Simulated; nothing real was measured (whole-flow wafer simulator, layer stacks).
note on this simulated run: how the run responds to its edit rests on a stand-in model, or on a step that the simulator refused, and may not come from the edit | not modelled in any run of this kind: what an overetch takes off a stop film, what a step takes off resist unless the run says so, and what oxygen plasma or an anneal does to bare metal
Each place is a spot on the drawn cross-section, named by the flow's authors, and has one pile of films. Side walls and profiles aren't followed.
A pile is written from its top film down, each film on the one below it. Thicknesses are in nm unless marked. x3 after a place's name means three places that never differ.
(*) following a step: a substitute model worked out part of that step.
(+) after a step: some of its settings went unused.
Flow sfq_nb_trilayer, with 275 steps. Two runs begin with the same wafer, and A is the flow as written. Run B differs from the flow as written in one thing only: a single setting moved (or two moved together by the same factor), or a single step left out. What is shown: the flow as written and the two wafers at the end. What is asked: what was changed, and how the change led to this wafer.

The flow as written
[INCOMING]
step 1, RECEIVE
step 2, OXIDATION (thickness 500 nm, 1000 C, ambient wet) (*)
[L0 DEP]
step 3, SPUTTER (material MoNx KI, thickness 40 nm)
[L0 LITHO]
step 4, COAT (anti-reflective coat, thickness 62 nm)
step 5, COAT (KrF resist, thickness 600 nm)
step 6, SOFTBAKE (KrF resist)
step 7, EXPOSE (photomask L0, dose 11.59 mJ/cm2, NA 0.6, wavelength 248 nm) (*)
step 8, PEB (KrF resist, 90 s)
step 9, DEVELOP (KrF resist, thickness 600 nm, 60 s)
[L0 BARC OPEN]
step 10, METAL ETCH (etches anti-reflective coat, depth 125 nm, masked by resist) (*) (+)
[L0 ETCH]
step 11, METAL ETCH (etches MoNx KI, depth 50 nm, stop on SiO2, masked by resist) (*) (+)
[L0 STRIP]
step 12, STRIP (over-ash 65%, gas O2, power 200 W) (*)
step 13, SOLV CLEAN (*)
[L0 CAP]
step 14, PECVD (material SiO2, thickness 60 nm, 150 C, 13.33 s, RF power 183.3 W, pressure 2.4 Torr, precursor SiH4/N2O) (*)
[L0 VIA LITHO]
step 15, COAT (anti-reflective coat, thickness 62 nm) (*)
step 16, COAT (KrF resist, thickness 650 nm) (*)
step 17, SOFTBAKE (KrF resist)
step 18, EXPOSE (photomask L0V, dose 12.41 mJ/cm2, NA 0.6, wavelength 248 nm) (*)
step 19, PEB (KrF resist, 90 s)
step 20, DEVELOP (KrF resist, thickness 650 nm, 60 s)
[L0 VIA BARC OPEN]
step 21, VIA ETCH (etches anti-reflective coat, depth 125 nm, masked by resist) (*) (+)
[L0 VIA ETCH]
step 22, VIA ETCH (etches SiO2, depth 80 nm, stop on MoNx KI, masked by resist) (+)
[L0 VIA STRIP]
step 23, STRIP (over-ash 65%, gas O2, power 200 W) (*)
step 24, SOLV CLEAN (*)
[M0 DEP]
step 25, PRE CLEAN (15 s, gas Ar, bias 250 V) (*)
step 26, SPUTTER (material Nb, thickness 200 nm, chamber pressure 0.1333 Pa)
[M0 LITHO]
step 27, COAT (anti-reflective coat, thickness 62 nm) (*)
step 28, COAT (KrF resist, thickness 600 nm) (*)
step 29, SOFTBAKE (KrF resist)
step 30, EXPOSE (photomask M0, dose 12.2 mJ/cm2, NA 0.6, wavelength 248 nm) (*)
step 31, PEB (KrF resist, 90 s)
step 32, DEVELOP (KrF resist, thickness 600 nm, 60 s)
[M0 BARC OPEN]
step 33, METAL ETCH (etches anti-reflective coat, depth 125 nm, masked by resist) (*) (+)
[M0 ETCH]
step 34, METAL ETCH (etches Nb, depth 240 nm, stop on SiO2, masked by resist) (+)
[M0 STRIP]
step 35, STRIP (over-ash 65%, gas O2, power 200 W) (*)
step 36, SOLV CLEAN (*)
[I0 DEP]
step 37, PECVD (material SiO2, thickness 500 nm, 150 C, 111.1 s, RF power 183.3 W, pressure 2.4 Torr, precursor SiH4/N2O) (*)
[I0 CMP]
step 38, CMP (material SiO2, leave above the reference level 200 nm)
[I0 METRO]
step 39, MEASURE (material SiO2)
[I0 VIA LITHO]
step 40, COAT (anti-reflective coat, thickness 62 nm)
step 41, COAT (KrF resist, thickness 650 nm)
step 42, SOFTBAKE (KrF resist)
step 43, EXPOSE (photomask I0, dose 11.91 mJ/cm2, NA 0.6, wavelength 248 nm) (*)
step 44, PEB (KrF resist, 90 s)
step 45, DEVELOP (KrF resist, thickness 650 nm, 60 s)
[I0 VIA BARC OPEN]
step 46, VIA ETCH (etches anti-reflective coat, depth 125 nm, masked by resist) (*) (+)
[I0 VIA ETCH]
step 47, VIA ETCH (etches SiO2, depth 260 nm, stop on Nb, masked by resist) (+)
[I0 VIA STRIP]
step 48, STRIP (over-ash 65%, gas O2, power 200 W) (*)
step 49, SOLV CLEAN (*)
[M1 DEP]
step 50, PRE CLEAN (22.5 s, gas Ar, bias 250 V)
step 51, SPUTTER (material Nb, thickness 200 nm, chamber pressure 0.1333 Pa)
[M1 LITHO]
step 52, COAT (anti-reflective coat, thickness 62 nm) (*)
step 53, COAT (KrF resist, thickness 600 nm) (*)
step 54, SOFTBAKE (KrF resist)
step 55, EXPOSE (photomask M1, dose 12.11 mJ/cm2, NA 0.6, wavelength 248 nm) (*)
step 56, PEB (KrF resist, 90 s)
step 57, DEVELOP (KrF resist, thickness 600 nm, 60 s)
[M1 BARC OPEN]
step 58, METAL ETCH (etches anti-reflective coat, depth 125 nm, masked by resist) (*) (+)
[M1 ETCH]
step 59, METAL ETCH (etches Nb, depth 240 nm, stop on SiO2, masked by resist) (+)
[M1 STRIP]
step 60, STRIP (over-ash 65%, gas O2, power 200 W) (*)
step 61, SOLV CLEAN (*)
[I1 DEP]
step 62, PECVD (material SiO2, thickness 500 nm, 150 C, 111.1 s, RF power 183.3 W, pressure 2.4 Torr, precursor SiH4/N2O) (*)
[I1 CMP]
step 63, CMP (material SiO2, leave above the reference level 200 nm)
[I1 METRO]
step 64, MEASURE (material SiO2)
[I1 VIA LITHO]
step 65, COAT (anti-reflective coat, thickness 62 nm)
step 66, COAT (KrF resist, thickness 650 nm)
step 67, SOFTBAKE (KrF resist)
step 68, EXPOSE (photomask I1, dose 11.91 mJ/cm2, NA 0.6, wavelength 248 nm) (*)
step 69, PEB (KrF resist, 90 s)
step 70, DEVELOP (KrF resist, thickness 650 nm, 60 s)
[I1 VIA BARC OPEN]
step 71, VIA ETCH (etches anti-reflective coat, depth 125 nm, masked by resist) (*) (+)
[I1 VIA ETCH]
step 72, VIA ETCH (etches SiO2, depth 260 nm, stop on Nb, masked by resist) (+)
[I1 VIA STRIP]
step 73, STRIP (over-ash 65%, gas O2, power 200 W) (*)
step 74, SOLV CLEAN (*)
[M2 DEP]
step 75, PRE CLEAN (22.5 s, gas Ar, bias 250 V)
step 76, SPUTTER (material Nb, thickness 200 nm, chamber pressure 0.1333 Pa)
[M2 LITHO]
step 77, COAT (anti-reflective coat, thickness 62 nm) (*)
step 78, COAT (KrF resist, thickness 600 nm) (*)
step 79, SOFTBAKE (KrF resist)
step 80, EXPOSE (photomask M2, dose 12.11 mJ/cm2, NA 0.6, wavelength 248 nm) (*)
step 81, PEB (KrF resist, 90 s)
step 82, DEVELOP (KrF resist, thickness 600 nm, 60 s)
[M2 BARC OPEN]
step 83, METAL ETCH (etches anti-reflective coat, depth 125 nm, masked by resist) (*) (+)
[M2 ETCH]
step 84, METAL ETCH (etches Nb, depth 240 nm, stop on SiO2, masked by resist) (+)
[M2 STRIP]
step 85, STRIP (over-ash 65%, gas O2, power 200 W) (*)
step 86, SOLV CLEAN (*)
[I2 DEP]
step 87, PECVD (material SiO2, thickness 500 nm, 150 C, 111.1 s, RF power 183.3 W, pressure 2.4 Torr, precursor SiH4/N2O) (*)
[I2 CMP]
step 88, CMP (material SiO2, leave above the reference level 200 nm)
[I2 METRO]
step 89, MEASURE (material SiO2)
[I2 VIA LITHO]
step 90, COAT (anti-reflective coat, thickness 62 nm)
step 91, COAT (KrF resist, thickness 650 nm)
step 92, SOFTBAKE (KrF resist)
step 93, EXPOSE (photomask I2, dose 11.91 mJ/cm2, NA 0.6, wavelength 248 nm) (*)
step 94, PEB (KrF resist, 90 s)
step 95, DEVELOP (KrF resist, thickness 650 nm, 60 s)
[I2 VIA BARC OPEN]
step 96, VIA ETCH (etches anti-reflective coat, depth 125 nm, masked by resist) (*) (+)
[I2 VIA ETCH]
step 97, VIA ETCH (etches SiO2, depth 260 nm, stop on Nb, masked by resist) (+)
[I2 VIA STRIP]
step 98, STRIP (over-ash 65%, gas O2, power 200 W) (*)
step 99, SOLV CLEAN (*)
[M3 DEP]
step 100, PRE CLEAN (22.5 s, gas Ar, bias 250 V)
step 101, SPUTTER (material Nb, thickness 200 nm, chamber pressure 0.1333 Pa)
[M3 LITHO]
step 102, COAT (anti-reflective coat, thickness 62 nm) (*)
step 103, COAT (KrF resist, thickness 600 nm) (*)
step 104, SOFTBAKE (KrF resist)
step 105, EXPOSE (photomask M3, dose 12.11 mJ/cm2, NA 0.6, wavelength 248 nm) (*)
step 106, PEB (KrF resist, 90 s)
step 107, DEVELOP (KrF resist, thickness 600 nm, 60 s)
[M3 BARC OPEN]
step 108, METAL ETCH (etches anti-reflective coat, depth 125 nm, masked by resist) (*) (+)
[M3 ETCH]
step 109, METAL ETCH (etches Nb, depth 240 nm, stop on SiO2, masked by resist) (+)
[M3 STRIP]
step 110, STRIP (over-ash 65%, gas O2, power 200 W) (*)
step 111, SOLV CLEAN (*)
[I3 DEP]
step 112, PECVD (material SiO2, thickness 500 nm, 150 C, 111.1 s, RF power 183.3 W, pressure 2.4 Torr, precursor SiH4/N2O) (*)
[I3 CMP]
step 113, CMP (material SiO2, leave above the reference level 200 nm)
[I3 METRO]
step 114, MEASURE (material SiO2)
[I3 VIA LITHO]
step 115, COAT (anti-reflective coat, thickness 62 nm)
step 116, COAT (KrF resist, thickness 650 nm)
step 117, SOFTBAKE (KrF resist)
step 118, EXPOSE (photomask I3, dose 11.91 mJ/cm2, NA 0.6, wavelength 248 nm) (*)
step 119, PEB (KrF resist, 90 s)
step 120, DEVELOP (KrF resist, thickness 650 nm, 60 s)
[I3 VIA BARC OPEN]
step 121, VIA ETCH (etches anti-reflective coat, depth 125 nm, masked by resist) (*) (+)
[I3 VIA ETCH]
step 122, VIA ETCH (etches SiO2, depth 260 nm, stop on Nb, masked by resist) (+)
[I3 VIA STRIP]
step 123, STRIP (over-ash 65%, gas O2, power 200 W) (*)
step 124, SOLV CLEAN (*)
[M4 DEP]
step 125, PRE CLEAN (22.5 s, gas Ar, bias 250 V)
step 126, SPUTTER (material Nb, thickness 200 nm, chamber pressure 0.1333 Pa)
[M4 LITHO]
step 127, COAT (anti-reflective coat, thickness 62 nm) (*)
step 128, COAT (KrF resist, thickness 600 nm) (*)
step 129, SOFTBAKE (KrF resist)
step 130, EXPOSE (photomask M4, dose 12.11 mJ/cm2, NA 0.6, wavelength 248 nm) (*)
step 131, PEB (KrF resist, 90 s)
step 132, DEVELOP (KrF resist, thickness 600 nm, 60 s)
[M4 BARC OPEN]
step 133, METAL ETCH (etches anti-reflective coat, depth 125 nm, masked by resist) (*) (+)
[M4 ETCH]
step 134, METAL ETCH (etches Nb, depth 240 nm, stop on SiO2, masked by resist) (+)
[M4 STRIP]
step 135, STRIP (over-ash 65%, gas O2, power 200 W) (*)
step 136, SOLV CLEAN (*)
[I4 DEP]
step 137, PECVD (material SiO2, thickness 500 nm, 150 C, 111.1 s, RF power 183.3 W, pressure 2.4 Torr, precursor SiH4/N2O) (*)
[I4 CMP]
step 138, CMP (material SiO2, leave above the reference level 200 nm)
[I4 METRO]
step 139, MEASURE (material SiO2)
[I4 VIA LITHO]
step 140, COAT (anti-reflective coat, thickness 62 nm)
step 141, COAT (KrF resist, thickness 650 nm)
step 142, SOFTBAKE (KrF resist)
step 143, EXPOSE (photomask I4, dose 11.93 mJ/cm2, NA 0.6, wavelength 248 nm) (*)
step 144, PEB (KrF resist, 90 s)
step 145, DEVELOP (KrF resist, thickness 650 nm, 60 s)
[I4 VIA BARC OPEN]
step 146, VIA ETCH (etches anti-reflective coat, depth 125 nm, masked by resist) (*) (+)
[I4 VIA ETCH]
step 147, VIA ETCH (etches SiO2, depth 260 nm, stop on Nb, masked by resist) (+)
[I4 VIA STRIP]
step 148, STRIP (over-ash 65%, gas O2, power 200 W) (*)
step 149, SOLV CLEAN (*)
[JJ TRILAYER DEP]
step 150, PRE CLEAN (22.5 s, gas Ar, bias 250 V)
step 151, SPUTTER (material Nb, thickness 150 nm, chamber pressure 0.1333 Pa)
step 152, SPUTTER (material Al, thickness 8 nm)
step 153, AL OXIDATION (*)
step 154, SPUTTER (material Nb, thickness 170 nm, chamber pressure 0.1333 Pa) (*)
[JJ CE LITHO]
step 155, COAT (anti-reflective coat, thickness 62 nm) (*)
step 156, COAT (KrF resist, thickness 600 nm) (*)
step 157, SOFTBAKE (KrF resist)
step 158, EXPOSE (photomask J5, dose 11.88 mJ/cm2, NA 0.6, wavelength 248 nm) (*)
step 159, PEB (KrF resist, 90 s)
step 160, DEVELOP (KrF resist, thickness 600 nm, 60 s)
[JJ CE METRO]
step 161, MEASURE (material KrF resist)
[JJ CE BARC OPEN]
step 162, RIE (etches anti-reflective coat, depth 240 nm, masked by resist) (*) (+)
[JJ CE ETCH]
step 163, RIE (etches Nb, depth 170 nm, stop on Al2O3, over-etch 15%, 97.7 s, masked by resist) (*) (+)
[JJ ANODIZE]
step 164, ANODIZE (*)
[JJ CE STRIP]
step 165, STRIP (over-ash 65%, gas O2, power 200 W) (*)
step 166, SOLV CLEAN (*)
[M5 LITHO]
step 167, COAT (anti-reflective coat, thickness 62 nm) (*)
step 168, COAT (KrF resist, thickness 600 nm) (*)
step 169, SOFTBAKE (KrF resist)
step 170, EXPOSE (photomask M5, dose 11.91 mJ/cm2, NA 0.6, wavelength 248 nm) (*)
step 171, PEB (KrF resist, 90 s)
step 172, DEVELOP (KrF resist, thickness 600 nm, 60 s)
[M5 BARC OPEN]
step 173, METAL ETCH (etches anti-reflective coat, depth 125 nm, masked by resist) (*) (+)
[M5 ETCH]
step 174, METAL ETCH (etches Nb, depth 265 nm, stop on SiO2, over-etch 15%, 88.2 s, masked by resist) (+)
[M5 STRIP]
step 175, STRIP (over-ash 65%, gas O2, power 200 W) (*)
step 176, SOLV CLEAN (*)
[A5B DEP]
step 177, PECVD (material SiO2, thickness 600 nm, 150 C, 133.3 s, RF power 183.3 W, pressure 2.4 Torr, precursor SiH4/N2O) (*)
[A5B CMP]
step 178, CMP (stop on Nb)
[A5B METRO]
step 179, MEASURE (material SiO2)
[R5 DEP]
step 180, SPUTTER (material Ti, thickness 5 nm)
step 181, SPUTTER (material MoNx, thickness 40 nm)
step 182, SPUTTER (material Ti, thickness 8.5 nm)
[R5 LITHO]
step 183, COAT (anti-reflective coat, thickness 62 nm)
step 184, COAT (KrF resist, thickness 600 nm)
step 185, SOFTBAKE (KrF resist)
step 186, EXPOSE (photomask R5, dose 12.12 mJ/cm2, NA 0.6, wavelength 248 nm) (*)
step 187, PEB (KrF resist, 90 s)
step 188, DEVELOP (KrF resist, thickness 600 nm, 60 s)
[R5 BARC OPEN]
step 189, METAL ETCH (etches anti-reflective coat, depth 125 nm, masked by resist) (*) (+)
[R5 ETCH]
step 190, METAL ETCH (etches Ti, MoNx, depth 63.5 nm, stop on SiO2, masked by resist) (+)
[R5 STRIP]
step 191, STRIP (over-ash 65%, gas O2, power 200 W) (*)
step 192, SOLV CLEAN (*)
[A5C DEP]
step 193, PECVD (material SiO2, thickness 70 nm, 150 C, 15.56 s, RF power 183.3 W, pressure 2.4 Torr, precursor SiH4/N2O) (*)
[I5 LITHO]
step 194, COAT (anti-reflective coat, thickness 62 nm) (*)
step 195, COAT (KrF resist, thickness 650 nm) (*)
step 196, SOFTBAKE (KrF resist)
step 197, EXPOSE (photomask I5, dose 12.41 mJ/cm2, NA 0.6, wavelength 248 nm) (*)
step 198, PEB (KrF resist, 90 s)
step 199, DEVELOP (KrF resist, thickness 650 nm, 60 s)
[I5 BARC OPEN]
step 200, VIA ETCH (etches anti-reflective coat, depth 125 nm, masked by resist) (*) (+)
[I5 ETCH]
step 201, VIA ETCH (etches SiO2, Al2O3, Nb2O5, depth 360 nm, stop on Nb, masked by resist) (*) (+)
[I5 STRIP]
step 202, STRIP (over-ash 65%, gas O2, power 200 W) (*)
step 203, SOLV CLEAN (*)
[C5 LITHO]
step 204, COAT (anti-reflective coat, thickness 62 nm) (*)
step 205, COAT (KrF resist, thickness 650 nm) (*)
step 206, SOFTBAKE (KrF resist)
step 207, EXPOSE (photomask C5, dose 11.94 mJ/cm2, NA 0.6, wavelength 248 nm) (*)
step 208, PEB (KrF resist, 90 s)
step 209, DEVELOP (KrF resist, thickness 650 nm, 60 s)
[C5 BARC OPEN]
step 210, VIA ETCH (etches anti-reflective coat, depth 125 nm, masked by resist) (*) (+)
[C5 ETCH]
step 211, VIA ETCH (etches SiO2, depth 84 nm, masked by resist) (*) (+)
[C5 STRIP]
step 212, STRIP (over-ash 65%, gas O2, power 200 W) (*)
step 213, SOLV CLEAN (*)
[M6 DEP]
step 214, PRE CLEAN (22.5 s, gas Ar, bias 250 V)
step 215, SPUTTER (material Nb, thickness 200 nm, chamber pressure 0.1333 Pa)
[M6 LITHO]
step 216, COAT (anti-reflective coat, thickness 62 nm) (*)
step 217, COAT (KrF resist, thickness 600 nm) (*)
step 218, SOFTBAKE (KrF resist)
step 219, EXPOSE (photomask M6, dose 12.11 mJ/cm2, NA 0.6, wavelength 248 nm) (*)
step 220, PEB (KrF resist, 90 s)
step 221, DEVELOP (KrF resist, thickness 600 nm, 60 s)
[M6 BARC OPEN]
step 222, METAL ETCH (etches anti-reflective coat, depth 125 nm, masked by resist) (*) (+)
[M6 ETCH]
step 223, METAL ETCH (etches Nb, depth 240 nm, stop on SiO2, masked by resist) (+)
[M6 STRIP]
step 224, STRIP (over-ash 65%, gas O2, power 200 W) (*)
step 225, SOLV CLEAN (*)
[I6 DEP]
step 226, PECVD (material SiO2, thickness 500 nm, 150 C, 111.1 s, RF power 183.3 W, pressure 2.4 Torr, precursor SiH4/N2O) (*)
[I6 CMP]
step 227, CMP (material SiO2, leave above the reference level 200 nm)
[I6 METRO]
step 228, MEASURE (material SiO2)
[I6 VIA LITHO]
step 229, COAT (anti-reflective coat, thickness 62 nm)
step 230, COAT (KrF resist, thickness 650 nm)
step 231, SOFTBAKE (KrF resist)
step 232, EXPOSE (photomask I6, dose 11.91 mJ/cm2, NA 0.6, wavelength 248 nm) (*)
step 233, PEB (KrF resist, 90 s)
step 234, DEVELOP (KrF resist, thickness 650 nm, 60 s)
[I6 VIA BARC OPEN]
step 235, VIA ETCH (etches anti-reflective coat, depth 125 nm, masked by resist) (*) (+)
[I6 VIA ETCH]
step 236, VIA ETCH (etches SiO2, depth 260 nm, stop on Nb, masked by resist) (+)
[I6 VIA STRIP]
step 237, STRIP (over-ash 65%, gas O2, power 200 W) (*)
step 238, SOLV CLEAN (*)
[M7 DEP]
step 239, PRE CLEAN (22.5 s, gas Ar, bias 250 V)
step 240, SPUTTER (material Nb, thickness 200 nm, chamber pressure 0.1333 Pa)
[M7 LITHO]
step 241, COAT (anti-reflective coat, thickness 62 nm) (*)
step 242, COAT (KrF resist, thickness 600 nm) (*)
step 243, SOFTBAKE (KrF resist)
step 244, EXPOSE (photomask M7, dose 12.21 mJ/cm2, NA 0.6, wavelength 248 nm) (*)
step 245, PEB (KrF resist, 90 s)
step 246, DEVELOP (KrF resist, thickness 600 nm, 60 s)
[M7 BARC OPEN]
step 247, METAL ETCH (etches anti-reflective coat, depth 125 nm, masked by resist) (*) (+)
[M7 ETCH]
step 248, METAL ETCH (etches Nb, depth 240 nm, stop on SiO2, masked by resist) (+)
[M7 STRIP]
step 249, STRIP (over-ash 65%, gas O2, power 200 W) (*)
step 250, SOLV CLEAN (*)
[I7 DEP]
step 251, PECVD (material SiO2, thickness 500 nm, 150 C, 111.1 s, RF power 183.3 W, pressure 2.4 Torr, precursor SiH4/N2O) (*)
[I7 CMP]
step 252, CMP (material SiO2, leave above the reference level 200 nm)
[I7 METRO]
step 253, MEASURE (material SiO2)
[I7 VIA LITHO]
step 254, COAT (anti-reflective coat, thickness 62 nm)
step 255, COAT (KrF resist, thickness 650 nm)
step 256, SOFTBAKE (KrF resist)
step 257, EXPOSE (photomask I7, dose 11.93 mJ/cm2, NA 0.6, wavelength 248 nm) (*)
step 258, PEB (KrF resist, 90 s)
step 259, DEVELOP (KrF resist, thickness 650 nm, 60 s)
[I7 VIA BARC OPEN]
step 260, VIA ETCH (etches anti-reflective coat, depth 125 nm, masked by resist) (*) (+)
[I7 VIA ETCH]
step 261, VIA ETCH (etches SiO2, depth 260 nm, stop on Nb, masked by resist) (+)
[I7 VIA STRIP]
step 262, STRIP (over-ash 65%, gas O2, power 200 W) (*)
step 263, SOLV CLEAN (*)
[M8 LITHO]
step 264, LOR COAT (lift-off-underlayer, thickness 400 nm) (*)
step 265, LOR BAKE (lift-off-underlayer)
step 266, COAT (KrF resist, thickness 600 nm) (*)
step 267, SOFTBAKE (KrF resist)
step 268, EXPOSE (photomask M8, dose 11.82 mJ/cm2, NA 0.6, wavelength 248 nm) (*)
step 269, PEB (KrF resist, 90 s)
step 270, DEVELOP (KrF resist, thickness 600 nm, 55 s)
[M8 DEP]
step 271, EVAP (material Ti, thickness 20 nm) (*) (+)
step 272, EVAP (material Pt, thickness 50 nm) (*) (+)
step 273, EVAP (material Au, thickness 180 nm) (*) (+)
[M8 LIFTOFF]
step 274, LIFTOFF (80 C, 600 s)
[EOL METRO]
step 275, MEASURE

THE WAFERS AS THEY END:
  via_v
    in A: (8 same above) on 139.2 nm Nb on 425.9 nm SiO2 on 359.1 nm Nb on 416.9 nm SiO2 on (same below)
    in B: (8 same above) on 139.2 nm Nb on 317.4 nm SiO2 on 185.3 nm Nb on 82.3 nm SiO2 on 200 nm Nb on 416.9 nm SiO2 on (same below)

Cause: step 122, VIA ETCH: depth 110 nm was run, whereas the flow has depth 260 nm.

Step by step, how the change led to this:
  step 122, VIA ETCH (etches SiO2, depth 260 nm, stop on Nb, masked by resist) (+)
      via_v: A SiO2 loses 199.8 (all of it) | B SiO2 loses 110
      field_l, v_sur, via_wl and 102 more: A KrF resist loses 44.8 | B KrF resist loses 19
  step 123, STRIP (over-ash 65%, gas O2, power 200 W) (*)
      field_l, v_sur, via_wl and 102 more: A KrF resist loses 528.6 (all of it), anti-reflective coat loses 62 (all of it) | B KrF resist loses 554.5 (all of it), anti-reflective coat loses 62 (all of it)
  step 125, PRE CLEAN (22.5 s, gas Ar, bias 250 V)
      via_v: A Nb loses 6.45 | B SiO2 loses 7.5
  step 126, SPUTTER (material Nb, thickness 200 nm, chamber pressure 0.1333 Pa)
      via_v: A Nb gains 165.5 | B Nb gains 185.3 (new film)
  step 127, COAT (anti-reflective coat, thickness 62 nm) (*)
      via_sp: A anti-reflective coat gains 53 (new film) | B anti-reflective coat gains 55 (new film)
      via_v: A anti-reflective coat gains 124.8 (new film) | B anti-reflective coat gains 104.4 (new film)
      (as well as at 1 more place)
  step 128, COAT (KrF resist, thickness 600 nm) (*)
      via_v: A KrF resist gains 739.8 (new film) | B KrF resist gains 666.3 (new film)
  step 135, STRIP (over-ash 65%, gas O2, power 200 W) (*)
      via_sp: A KrF resist loses 373.9 (all of it), anti-reflective coat loses 53 (all of it) | B KrF resist loses 379.8 (all of it), anti-reflective coat loses 55 (all of it)
      via_v: A KrF resist loses 521.8 (all of it), anti-reflective coat loses 124.8 (all of it) | B KrF resist loses 448.5 (all of it), anti-reflective coat loses 104.4 (all of it)
      (as well as at 1 more place)
  step 137, PECVD (material SiO2, thickness 500 nm, 150 C, 111.1 s, RF power 183.3 W, pressure 2.4 Torr, precursor SiH4/N2O) (*)
      via_v: A SiO2 gains 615 (new film) | B SiO2 gains 500 (new film)
  step 138, CMP (material SiO2, leave above the reference level 200 nm)
      via_v: A SiO2 loses 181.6 | B SiO2 loses 175.1
With metal films that touch counted as one body, via_v has 7 bodies (between them, from the top down: SiO2 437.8; SiO2 209 / Al2O3 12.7 / Nb2O5 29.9; SiO2 317.4; SiO2 82.3; SiO2 416.9; SiO2 192.5); the flow as written gives 6 bodies (between them, from the top down: SiO2 437.8; SiO2 209 / Al2O3 12.7 / Nb2O5 29.9; SiO2 425.9; SiO2 416.9; SiO2 192.5).
